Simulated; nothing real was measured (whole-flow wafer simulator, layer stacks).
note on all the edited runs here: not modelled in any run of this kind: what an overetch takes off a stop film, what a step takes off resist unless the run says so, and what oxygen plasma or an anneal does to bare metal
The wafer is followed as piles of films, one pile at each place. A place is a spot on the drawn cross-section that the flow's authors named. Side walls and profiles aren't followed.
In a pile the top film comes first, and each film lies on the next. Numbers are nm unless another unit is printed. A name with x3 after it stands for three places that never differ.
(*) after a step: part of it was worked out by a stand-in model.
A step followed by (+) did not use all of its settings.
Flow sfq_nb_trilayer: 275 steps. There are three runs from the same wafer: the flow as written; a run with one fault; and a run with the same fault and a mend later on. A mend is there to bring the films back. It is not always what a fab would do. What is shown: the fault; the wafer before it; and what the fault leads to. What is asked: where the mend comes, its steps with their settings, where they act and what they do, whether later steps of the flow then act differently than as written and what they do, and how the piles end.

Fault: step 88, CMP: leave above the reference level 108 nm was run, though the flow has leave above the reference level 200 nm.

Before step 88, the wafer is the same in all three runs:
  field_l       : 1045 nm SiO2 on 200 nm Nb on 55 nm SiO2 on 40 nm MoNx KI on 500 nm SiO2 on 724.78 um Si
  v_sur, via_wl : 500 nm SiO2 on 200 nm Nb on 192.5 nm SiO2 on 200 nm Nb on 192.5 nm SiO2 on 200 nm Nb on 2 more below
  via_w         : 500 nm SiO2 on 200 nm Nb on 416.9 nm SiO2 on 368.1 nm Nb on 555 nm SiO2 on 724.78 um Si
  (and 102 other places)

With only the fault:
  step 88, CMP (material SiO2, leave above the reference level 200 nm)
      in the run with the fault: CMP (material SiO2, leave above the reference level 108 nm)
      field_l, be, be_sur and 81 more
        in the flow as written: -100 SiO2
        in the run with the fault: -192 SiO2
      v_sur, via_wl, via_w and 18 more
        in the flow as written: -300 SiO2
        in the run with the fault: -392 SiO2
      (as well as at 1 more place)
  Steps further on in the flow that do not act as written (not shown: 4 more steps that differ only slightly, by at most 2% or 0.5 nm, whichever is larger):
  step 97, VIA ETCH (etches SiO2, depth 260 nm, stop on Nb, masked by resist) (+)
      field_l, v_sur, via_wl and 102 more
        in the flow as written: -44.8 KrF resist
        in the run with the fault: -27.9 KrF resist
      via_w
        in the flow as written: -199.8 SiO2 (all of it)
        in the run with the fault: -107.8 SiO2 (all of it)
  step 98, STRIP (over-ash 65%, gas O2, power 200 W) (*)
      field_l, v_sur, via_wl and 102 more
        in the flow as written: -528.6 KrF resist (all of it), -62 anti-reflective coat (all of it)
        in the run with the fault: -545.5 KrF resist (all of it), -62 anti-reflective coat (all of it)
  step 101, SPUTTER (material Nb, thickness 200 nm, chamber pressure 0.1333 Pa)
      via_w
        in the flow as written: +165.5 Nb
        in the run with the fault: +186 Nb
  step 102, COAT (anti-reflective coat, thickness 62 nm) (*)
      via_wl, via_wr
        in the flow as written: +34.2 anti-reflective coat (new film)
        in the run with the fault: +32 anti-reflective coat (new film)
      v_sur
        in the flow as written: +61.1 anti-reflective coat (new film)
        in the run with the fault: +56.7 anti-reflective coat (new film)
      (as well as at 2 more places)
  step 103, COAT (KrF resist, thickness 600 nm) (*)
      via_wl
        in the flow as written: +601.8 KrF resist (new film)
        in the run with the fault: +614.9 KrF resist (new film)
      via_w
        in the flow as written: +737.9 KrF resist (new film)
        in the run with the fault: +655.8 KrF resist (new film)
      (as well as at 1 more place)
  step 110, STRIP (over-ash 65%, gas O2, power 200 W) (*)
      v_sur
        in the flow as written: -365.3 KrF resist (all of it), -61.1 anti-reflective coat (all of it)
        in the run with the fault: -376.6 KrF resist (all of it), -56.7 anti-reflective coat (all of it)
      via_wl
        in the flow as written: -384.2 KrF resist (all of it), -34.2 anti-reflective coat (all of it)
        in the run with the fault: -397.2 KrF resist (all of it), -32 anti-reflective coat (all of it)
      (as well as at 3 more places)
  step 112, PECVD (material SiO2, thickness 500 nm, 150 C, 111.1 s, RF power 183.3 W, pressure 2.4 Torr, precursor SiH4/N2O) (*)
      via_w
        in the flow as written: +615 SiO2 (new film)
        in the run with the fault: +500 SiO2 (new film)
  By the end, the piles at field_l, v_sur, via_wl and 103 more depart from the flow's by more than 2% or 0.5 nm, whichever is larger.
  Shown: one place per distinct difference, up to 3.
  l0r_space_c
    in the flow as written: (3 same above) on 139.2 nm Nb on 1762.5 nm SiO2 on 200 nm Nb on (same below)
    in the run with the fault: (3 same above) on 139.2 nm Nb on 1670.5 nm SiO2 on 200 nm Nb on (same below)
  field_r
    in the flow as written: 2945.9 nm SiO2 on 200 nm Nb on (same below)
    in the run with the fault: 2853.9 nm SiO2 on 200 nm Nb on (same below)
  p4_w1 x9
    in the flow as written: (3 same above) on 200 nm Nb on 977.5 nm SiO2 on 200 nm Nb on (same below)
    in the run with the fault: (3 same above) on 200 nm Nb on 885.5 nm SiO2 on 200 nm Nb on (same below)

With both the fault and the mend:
  After step 89 comes the mend.
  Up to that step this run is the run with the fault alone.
  step 89a, PECVD (material SiO2, thickness 92 nm, 150 C, 20.44 s, RF power 183.3 W, pressure 2.4 Torr, precursor SiH4/N2O) (the flow's step 87, run once more with other settings)
      field_l, v_sur, via_wl and 103 more
        +92 SiO2
  Every later step of the flow that is run acts as written at every place that is followed.
  The piles end the same as the flow's at every place that both follow.
